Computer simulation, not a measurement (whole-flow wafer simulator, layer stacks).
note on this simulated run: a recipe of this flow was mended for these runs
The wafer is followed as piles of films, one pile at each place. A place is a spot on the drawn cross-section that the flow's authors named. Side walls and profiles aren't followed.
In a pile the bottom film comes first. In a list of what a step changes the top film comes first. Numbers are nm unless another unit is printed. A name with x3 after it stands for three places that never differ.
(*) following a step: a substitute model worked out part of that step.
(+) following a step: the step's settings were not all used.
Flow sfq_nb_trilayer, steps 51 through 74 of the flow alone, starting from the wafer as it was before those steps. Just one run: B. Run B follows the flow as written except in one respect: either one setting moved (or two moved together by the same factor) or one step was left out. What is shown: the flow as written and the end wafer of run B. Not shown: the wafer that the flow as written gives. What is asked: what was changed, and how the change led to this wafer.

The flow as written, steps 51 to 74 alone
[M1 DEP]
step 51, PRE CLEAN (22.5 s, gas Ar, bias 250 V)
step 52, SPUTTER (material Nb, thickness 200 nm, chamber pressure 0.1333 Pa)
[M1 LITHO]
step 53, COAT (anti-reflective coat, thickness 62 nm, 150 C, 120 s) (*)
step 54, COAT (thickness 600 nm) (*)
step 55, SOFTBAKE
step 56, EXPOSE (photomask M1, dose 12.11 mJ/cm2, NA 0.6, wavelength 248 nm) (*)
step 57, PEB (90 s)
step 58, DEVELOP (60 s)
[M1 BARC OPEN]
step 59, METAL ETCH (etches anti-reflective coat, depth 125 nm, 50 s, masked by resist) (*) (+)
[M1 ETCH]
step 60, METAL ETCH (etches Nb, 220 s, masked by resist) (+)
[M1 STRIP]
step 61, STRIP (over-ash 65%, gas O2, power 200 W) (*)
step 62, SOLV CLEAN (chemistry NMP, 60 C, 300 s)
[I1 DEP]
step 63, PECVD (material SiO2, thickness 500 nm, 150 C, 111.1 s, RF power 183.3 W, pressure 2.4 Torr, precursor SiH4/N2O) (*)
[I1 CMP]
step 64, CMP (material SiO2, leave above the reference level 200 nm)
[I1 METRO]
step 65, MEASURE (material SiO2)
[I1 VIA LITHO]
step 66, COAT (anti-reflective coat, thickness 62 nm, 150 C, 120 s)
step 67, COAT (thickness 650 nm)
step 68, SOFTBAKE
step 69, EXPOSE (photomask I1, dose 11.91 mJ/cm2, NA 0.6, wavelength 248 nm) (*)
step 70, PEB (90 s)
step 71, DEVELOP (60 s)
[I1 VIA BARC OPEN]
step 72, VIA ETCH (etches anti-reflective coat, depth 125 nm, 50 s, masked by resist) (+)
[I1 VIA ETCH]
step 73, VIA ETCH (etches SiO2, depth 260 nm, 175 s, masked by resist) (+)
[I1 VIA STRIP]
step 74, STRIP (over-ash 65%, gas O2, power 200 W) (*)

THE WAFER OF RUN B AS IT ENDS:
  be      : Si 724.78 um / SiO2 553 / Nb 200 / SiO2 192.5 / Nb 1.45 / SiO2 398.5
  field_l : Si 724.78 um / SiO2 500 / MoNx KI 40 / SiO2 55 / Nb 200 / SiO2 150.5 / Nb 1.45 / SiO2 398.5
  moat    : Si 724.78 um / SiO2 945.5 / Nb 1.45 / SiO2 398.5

The reason: step 60, METAL ETCH: 182 s was run, whereas the flow has 220 s.

Step by step, how the change led to this:
  step 60, METAL ETCH (etches Nb, 220 s, masked by resist) (+)
      field_l, be, be_sur and 79 more: -198.5 Nb (as written it would have been: -200 Nb (all of it), -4 SiO2)
      v_sur, via_wl, via_w and 21 more: -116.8 KrF-resist-other-grade (as written it would have been: -141.2 KrF-resist-other-grade)
  step 61, STRIP (over-ash 65%, gas O2, power 200 W) (*)
      wl_j_sl x16: -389 KrF-resist-other-grade (all of it), -62 anti-reflective coat (all of it) (as written it would have been: -364.6 KrF-resist-other-grade (all of it), -62 anti-reflective coat (all of it))
      v_sur: -386.3 KrF-resist-other-grade (all of it), -45.6 anti-reflective coat (all of it) (as written it would have been: -361.9 KrF-resist-other-grade (all of it), -45.6 anti-reflective coat (all of it))
      (also at 7 further places)
  step 63, PECVD (material SiO2, thickness 500 nm, 150 C, 111.1 s, RF power 183.3 W, pressure 2.4 Torr, precursor SiH4/N2O) (*)
      field_l, be, be_sur and 72 more: +500 SiO2 (new film) (as written it would have been: +500 SiO2)
      lsp_m, ln_m6, lsp_r, l0_sur, l0v: +494.9 SiO2 (new film) (as written it would have been: +494.8 SiO2)
      (also at 2 further places)
  step 64, CMP (material SiO2, leave above the reference level 200 nm)
      field_l, be, be_sur and 72 more: -101.5 SiO2 (as written it would have been: -96 SiO2)
      lsp_m, ln_m6, lsp_r, l0_sur, l0v: -96.4 SiO2 (as written it would have been: -90.8 SiO2)
With metal films that touch counted as one body, be has 2 bodies (between them, from the top down: SiO2 192.5); the flow as written gives 1 body.
With metal films that touch counted as one body, field_l has 3 bodies (between them, from the top down: SiO2 150.5; SiO2 55); the flow as written gives 2 bodies (between them, from the top down: SiO2 55).
With metal films that touch counted as one body, moat has 1 body; the flow as written gives 0 bodies.
